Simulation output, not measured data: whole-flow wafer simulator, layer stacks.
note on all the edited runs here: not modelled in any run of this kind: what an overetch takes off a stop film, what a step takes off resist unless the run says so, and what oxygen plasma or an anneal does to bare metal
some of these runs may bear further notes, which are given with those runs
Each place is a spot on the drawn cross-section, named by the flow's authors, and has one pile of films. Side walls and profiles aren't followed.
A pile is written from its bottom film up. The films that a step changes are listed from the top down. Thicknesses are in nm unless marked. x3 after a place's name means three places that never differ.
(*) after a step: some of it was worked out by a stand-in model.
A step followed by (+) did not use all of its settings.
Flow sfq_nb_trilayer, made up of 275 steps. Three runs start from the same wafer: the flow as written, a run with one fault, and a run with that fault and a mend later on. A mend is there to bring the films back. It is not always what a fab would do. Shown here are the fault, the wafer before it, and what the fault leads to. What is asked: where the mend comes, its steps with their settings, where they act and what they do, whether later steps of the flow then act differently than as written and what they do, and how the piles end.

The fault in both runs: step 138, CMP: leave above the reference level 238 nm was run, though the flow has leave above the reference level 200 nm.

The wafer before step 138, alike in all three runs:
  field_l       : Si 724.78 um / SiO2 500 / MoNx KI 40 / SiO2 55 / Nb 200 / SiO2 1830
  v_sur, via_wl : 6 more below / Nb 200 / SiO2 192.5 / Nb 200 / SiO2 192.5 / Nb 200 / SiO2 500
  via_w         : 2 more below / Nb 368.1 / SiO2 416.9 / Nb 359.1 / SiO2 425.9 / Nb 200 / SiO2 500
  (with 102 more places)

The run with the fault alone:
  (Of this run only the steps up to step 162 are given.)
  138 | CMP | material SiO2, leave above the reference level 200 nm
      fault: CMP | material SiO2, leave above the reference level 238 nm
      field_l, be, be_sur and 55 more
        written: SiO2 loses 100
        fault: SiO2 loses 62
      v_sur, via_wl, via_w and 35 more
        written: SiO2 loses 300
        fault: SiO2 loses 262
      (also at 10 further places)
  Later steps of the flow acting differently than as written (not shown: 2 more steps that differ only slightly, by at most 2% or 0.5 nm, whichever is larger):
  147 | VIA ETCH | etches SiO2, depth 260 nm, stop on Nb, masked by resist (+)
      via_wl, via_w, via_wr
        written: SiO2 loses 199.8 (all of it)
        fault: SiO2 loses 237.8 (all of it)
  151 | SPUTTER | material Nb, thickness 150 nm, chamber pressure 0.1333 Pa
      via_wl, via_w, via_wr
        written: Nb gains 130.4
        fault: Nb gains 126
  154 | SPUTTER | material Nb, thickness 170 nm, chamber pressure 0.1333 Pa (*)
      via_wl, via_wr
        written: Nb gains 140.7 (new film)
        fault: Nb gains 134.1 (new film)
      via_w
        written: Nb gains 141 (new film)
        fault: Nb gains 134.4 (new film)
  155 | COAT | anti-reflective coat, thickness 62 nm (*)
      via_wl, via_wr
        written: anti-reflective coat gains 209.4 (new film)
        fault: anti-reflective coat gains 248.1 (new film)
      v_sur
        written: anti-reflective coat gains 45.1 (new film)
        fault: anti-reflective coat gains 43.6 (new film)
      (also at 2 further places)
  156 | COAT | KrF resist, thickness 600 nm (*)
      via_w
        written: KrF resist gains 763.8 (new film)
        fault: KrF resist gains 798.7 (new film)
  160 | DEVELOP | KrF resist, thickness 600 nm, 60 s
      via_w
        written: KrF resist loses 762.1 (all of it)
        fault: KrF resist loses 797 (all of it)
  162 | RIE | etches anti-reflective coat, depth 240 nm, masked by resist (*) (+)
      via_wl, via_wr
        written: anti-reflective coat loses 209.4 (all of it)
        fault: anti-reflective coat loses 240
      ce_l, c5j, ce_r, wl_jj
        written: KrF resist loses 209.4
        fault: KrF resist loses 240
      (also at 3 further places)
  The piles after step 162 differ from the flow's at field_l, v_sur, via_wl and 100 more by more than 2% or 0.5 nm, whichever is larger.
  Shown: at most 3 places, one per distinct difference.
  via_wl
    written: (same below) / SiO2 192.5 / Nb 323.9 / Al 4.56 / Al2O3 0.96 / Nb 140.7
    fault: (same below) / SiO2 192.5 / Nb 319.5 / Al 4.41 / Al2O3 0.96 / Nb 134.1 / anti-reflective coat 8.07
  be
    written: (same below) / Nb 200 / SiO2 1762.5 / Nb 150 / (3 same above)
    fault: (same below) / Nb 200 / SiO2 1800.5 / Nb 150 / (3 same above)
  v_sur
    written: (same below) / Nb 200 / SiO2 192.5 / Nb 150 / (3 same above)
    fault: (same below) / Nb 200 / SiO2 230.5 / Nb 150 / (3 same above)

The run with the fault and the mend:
  After step 145 comes the mend.
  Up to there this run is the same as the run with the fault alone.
  145a | STRIP | over-ash 65%, gas O2, power 200 W (*)
      field_l, v_sur, via_sp and 100 more
        KrF resist loses 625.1 (all of it), anti-reflective coat loses 62 (all of it)
      via_wl, via_w, via_wr
        anti-reflective coat loses 62 (all of it)
  145b | CMP | material SiO2, leave above the reference level 200 nm (the flow's step 138 again)
      field_l, v_sur, via_wl and 103 more
        SiO2 loses 38
  145c | COAT | anti-reflective coat, thickness 62 nm (the flow's step 140 again)
      field_l, v_sur, via_wl and 103 more
        anti-reflective coat gains 62 (new film)
  145d | COAT | KrF resist, thickness 650 nm (the flow's step 141 again)
      field_l, v_sur, via_wl and 103 more
        KrF resist gains 650 (new film)
  145e | SOFTBAKE | KrF resist (the flow's step 142 again)
      alters no film at any place that is followed
  145f | EXPOSE | photomask I4, dose 11.93 mJ/cm2, NA 0.6, wavelength 248 nm (*) (the flow's step 143 again)
      alters no film at any place that is followed
  145g | PEB | KrF resist, 90 s (the flow's step 144 again)
      field_l, v_sur, via_wl and 103 more
        KrF resist loses 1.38
  145h | DEVELOP | KrF resist, thickness 650 nm, 60 s (the flow's step 145 again)
      field_l, v_sur, via_sp and 100 more
        KrF resist loses 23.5
      via_wl, via_w, via_wr
        KrF resist loses 648.6 (all of it)
  None of the later steps of the flow acts differently than as written at any place that is followed.
  By the end, the piles equal the flow's at every place that both follow.
